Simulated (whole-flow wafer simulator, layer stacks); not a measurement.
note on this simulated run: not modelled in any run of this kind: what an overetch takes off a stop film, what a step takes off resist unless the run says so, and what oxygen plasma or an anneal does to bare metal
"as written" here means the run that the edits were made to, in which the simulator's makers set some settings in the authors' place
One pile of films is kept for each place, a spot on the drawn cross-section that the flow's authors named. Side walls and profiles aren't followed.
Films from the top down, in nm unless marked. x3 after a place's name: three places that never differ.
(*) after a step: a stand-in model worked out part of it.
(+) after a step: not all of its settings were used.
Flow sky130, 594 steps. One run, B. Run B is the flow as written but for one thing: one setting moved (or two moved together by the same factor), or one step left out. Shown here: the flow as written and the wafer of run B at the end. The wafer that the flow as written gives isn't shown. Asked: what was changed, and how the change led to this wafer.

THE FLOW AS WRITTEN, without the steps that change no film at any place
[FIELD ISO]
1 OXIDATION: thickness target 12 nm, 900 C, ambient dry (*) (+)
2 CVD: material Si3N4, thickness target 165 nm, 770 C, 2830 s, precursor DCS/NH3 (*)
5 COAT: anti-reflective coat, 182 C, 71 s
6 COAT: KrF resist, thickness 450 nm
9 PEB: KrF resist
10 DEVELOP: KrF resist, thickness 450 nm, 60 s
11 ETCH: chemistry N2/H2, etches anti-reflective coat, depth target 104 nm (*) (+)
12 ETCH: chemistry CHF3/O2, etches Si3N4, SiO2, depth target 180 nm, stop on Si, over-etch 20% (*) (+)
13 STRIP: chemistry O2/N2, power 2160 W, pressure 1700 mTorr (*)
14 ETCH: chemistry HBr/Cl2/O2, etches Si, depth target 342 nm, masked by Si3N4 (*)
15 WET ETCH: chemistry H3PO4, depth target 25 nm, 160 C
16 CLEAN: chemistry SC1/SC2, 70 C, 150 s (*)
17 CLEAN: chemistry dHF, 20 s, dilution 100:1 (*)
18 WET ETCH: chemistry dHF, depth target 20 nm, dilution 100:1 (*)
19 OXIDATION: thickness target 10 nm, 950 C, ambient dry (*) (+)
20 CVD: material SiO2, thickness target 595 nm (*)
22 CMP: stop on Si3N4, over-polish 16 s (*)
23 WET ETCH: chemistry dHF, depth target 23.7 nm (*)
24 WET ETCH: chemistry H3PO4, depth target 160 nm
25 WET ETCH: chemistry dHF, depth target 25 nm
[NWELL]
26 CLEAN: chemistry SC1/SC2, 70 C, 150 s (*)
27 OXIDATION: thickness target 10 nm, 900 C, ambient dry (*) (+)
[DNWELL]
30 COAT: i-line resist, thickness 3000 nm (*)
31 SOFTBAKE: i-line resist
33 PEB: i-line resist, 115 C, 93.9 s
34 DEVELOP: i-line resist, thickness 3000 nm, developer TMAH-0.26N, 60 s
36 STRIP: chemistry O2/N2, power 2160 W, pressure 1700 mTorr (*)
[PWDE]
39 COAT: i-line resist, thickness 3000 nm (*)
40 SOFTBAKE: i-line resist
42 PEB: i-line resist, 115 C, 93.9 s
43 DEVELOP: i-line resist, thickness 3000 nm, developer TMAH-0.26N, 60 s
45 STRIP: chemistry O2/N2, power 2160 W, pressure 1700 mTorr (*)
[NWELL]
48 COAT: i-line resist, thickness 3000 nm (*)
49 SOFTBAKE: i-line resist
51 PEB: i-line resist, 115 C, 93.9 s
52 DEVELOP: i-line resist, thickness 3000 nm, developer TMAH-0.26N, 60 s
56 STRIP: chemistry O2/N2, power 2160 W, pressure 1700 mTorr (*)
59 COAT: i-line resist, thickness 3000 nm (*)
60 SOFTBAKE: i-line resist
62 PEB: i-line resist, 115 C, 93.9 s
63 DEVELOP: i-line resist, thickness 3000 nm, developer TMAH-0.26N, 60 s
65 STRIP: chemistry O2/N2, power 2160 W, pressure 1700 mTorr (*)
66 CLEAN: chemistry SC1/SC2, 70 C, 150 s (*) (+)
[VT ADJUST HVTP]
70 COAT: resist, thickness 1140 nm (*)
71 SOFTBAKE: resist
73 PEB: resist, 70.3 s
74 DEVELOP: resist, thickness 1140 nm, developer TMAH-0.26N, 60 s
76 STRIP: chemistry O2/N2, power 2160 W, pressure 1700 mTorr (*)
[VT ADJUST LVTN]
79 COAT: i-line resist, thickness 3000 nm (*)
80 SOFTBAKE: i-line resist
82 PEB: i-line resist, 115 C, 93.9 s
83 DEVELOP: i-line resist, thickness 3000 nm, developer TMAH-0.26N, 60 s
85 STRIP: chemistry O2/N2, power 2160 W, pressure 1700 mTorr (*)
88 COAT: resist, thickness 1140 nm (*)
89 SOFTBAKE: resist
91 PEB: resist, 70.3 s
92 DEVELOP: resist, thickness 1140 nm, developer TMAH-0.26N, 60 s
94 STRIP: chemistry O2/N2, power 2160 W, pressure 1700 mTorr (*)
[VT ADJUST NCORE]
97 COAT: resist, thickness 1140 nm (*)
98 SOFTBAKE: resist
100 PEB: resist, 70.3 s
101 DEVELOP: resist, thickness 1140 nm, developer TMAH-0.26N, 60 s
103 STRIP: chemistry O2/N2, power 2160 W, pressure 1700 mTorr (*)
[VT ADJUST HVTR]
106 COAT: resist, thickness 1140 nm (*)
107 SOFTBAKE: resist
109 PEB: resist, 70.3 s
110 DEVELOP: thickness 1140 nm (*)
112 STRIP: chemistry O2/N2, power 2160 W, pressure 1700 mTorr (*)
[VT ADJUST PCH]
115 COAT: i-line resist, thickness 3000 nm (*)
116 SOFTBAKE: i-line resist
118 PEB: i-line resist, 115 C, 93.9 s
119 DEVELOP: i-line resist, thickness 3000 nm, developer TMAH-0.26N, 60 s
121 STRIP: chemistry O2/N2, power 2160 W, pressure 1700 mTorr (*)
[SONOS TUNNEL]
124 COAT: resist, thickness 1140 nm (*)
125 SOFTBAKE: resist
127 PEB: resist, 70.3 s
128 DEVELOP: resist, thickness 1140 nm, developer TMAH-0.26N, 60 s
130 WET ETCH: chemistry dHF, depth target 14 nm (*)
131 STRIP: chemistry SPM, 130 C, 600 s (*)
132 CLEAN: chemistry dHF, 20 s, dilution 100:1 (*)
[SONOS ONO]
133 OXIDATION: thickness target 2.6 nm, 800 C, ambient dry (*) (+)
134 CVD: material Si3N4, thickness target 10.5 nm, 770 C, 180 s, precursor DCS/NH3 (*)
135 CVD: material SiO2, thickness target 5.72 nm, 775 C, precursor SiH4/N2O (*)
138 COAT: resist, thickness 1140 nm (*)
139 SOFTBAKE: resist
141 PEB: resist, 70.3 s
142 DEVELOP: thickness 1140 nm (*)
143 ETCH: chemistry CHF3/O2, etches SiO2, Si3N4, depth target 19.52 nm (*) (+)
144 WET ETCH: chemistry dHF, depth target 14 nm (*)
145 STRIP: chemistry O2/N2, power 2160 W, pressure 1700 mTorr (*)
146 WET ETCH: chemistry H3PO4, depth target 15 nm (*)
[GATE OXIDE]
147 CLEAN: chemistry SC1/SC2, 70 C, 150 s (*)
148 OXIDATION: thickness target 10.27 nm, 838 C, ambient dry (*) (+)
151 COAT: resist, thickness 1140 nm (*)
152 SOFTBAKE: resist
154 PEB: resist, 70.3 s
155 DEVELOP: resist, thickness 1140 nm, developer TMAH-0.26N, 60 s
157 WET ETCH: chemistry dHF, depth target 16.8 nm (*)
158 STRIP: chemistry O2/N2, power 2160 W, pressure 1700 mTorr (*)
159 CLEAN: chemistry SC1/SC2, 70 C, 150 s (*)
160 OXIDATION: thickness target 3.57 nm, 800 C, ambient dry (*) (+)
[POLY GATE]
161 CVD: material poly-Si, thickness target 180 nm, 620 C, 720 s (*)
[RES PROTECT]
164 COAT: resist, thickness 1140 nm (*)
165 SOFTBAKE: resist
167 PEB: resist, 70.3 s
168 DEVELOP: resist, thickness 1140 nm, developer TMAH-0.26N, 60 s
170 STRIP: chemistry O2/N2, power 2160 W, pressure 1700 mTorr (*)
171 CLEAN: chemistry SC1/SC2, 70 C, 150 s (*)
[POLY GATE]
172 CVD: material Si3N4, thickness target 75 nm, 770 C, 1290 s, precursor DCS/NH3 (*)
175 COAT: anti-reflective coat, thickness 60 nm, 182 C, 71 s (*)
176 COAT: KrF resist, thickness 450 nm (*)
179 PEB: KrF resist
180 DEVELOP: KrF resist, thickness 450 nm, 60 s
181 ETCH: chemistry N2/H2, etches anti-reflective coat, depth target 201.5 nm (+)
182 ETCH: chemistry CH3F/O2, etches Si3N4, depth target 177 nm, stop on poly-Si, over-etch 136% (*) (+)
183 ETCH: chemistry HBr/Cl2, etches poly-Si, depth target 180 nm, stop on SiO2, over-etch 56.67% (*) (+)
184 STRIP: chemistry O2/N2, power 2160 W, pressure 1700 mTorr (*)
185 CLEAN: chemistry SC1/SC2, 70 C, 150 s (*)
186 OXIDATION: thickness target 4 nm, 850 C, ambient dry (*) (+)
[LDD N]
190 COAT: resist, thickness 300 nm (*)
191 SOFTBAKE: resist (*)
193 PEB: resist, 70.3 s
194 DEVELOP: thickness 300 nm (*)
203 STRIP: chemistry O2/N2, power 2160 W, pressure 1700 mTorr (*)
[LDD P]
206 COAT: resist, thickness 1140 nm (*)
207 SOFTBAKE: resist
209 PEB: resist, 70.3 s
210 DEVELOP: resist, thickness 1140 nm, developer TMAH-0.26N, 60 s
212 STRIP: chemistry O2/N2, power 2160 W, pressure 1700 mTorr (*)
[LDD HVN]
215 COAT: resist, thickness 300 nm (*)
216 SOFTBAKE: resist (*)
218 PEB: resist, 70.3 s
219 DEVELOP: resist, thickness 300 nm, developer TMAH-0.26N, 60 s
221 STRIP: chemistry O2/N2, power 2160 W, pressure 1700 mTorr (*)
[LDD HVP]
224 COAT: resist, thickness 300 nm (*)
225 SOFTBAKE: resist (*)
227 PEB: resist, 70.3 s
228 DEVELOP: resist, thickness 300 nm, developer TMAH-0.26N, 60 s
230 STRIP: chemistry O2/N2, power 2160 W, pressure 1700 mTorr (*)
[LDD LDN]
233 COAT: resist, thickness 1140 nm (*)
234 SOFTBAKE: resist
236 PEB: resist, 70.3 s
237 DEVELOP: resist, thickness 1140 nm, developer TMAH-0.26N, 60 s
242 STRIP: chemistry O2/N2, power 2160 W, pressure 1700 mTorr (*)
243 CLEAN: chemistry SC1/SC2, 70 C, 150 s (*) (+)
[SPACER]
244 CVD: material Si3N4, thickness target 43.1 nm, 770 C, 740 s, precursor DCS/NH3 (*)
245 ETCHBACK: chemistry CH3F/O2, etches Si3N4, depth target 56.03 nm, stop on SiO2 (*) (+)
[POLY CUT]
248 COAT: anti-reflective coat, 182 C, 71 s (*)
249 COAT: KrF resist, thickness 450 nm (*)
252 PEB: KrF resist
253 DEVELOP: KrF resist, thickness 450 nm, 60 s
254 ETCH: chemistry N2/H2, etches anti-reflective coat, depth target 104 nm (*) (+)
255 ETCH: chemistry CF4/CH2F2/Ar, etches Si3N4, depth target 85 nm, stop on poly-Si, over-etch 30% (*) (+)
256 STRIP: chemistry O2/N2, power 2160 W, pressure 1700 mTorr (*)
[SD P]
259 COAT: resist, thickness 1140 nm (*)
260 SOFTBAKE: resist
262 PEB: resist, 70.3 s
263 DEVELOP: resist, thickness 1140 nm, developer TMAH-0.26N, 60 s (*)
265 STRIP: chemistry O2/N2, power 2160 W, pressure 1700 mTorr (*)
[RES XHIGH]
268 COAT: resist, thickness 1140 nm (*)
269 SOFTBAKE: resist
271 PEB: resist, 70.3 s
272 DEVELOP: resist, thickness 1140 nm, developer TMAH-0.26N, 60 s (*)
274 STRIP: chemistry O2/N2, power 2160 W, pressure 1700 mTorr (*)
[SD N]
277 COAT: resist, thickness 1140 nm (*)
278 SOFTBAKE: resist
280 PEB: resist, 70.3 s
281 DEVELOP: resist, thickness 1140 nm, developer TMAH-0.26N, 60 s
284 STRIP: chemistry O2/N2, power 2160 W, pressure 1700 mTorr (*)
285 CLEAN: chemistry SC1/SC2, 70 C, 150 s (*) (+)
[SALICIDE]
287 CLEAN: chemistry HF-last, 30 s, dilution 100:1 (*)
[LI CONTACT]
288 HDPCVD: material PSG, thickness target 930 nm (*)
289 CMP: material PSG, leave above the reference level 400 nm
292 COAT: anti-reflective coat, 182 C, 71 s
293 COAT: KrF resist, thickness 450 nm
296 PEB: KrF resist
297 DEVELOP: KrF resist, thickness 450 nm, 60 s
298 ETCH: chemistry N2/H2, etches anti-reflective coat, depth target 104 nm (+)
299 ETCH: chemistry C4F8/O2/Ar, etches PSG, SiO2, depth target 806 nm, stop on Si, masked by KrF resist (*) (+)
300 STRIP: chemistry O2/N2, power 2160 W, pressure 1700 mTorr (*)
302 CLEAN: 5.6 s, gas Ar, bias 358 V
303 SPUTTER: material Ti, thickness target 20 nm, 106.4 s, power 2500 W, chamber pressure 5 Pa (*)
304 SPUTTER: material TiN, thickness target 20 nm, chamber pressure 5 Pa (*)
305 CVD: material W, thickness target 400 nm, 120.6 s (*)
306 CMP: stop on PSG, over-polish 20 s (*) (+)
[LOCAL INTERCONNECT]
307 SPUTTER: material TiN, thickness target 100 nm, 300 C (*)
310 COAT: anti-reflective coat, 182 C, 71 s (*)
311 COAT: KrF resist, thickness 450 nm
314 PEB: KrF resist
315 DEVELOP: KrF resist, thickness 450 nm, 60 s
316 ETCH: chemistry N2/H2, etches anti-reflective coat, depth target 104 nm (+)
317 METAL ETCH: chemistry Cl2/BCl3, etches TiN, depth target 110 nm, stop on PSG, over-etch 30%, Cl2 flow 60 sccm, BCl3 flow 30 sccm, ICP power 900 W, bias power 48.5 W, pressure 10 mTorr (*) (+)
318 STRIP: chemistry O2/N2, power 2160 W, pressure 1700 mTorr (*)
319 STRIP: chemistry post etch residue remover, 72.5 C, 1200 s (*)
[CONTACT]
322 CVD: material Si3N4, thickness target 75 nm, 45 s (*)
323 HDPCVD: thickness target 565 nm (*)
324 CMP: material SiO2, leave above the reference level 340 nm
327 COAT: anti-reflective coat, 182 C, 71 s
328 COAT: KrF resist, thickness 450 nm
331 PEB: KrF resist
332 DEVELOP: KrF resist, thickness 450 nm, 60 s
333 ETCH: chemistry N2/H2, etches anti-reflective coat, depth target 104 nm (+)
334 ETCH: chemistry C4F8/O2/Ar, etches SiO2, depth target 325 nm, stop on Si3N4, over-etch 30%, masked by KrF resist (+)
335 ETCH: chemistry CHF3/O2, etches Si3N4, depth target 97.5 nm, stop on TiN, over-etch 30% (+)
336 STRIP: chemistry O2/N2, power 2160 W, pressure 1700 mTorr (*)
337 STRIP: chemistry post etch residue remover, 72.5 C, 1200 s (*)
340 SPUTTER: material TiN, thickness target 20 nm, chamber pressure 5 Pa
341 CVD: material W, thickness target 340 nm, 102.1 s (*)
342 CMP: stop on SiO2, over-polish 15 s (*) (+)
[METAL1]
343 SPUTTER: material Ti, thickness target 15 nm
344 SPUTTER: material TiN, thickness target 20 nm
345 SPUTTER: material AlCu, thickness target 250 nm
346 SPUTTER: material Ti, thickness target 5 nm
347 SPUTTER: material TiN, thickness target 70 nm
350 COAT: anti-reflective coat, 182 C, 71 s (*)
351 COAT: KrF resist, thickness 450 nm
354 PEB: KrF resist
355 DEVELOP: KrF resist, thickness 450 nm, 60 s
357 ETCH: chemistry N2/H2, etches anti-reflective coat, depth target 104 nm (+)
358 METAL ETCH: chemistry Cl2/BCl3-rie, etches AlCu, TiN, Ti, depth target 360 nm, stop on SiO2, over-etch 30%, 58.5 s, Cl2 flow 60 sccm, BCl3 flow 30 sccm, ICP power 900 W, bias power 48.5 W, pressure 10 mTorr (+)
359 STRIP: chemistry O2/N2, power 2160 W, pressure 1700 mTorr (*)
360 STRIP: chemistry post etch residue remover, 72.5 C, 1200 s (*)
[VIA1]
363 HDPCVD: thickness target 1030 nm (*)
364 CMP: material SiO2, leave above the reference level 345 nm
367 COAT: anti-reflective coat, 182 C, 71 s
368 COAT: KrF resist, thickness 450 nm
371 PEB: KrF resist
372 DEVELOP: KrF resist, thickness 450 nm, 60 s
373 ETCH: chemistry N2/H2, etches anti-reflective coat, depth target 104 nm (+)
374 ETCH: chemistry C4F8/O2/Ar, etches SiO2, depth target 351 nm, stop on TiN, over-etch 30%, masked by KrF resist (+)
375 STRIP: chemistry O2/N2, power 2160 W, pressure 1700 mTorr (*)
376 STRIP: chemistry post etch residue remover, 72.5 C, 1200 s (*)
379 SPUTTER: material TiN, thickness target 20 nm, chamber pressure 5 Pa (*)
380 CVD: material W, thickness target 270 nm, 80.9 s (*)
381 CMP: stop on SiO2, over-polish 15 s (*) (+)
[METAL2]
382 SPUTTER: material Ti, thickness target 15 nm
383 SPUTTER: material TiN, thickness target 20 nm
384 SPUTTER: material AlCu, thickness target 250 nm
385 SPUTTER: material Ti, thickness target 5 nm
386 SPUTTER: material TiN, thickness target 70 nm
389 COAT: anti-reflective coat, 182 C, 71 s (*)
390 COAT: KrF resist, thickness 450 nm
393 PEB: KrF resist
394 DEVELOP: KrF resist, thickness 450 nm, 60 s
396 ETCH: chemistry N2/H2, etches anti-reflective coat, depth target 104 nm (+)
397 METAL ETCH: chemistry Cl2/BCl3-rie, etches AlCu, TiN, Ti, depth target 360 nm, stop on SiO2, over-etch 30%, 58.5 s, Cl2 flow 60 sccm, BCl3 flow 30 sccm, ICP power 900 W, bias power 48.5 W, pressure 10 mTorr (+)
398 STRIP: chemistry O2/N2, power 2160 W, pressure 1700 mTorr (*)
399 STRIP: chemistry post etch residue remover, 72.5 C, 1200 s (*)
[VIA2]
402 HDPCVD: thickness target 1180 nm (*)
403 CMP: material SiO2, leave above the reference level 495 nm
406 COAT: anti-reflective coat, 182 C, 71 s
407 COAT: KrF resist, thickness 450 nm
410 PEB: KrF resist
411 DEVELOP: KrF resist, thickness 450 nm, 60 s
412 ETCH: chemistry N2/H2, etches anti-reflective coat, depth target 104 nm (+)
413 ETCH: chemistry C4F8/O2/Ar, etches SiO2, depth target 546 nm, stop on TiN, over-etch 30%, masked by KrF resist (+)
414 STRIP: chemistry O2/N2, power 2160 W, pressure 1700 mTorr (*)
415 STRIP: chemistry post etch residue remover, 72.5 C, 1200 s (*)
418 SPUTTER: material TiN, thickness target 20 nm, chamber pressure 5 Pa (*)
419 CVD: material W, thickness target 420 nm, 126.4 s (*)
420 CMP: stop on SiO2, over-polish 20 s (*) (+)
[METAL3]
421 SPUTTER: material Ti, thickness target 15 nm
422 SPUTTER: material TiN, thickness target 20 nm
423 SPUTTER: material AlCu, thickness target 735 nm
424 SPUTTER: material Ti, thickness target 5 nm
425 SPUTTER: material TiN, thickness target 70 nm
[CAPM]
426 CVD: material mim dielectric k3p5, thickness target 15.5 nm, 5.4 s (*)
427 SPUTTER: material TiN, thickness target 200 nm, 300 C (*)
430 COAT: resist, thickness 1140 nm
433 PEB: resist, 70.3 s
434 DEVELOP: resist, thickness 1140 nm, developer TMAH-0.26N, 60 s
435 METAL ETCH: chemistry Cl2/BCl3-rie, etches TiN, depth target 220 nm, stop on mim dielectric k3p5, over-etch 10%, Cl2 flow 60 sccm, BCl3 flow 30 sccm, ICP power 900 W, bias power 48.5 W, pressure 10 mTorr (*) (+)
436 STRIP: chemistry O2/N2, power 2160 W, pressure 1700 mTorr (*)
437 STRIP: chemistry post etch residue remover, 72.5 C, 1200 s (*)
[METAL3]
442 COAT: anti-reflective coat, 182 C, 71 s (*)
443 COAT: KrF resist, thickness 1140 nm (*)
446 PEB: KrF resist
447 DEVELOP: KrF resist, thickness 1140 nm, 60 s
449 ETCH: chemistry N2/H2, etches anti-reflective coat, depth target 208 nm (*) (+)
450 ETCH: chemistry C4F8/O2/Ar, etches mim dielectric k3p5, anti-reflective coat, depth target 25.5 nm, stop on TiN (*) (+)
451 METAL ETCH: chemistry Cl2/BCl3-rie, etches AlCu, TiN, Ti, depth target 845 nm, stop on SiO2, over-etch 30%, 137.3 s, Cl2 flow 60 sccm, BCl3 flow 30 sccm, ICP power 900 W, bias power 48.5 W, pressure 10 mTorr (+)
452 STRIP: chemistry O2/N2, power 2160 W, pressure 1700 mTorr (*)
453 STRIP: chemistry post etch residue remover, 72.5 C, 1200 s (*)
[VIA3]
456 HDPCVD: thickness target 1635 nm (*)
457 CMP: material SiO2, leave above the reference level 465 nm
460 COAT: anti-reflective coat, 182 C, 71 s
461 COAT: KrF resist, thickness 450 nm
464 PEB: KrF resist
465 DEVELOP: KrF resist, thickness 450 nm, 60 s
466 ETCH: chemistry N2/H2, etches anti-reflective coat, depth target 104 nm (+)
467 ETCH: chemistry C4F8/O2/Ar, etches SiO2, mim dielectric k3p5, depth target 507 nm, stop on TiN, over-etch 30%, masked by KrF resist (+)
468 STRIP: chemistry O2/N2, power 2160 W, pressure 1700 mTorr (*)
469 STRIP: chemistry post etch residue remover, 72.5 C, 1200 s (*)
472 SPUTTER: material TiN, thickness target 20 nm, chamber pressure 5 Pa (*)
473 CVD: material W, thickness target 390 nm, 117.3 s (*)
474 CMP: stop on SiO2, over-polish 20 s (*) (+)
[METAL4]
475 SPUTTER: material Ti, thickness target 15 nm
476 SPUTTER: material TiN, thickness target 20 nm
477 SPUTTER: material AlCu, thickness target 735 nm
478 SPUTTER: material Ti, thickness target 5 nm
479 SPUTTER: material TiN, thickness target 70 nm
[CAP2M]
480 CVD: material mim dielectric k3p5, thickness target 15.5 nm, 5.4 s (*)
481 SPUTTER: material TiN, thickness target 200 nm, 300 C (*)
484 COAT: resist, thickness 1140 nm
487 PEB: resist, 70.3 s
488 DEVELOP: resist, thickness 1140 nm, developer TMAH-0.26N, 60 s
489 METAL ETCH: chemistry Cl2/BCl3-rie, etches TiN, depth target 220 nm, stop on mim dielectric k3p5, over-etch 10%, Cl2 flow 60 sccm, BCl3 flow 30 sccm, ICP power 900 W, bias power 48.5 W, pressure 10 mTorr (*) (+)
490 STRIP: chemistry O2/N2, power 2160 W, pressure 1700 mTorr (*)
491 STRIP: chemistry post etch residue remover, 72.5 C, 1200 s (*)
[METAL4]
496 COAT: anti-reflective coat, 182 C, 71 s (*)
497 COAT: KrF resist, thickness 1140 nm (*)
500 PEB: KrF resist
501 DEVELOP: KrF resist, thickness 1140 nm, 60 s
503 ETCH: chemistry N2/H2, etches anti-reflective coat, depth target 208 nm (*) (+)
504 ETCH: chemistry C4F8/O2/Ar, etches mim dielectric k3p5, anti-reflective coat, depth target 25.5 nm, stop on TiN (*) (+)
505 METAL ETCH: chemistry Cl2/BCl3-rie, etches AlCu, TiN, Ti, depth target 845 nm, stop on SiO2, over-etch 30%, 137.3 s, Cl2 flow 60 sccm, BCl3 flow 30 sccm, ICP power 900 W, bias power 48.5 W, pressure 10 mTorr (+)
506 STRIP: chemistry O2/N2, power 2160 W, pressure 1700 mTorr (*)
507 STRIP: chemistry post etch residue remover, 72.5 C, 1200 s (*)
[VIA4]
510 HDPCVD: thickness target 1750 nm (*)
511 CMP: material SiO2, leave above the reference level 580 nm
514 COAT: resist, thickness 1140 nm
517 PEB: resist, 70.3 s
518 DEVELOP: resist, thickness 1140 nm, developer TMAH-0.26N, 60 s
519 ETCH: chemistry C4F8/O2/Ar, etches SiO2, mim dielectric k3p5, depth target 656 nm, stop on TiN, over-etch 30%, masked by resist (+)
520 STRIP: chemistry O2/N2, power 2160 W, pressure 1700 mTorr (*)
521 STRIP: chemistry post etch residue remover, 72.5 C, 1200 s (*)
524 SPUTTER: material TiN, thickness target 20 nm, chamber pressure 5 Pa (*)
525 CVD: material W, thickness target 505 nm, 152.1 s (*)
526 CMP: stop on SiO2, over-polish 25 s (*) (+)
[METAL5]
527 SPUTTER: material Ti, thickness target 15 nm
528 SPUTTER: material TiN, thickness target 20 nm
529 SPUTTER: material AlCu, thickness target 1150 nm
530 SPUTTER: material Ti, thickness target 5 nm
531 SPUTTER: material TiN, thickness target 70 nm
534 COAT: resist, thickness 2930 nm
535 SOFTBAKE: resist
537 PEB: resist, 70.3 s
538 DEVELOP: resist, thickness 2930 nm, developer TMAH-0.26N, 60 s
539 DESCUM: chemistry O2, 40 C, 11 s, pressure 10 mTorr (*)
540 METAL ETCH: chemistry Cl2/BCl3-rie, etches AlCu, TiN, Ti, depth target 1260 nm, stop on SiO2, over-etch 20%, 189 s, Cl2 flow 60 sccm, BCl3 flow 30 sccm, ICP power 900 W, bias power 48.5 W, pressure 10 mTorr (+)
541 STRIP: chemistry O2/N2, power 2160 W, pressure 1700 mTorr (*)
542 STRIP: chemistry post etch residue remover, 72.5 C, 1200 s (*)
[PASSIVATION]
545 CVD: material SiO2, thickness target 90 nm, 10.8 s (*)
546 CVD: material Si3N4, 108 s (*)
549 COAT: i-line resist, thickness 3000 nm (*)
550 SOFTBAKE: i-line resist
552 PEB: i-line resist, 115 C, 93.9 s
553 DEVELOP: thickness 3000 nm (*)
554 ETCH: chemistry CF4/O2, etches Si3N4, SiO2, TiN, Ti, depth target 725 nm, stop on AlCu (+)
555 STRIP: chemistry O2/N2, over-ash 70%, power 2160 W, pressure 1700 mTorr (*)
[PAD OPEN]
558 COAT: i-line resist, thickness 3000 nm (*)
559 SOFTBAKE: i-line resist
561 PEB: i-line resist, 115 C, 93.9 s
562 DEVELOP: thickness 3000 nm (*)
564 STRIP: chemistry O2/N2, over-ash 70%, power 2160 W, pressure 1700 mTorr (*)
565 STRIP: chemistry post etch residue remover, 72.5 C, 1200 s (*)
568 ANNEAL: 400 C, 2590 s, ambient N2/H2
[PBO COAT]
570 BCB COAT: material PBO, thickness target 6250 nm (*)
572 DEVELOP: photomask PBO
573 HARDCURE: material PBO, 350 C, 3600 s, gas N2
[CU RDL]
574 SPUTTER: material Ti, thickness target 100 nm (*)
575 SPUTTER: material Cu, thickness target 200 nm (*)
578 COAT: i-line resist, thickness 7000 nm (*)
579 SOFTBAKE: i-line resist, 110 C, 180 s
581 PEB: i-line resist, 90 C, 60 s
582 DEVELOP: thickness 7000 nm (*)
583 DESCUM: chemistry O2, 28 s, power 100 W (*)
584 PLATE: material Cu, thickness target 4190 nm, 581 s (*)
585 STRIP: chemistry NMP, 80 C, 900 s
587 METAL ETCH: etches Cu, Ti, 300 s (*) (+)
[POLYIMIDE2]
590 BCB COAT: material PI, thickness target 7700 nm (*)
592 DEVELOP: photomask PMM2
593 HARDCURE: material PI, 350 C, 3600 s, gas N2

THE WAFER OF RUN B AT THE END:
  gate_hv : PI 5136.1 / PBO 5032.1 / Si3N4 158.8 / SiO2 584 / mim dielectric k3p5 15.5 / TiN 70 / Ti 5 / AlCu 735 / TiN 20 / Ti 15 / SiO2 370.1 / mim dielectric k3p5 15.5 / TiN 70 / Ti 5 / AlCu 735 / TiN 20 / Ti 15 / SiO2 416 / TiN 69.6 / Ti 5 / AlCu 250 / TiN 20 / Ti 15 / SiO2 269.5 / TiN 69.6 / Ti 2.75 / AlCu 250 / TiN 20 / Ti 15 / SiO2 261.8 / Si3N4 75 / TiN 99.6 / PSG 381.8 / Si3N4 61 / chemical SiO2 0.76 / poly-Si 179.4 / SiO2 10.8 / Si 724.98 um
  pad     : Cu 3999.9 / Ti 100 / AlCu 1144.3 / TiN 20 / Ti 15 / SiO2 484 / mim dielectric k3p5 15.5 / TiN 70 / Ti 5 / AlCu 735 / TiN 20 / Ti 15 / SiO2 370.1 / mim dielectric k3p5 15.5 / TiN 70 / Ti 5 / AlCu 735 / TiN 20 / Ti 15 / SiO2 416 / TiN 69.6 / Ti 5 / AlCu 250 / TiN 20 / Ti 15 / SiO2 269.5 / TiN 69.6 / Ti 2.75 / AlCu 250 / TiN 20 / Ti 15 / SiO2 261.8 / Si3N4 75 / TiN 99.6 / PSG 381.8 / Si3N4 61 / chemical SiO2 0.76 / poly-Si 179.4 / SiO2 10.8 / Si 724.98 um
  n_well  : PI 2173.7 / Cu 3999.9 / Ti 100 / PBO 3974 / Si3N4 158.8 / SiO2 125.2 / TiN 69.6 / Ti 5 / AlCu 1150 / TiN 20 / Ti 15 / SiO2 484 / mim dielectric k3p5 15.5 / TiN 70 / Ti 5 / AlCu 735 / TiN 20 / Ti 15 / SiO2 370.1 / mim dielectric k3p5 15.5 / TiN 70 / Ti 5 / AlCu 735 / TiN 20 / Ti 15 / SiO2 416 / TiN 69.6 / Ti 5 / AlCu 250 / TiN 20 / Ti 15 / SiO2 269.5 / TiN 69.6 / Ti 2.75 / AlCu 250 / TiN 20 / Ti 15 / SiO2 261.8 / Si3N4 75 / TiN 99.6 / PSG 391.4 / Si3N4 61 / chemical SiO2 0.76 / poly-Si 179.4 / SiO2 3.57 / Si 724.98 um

The cause: step 346, SPUTTER: thickness target 2.75 nm was run, where the flow has thickness target 5 nm.
It can be read off the wafer: gate_hv has Ti 2.75, and step 346 as written asks for 5 nm.

How the change led to this, step by step:
  346 SPUTTER: material Ti, thickness target 5 nm
      field, active, n_well and 188 more: Ti +2.75 (new film) (as written it would be: Ti +5 (new film))
  358 METAL ETCH: chemistry Cl2/BCl3-rie, etches AlCu, TiN, Ti, depth target 360 nm, stop on SiO2, over-etch 30%, 58.5 s, Cl2 flow 60 sccm, BCl3 flow 30 sccm, ICP power 900 W, bias power 48.5 W, pressure 10 mTorr (+)
      field, active, gate and 81 more: TiN -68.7 (all of it), Ti -2.75 (all of it), AlCu -250 (all of it), TiN -20 (all of it), Ti -15 (all of it), SiO2 -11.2 (as written it would be: TiN -68.7 (all of it), Ti -5 (all of it), AlCu -250 (all of it), TiN -20 (all of it), Ti -15 (all of it), SiO2 -10.9)
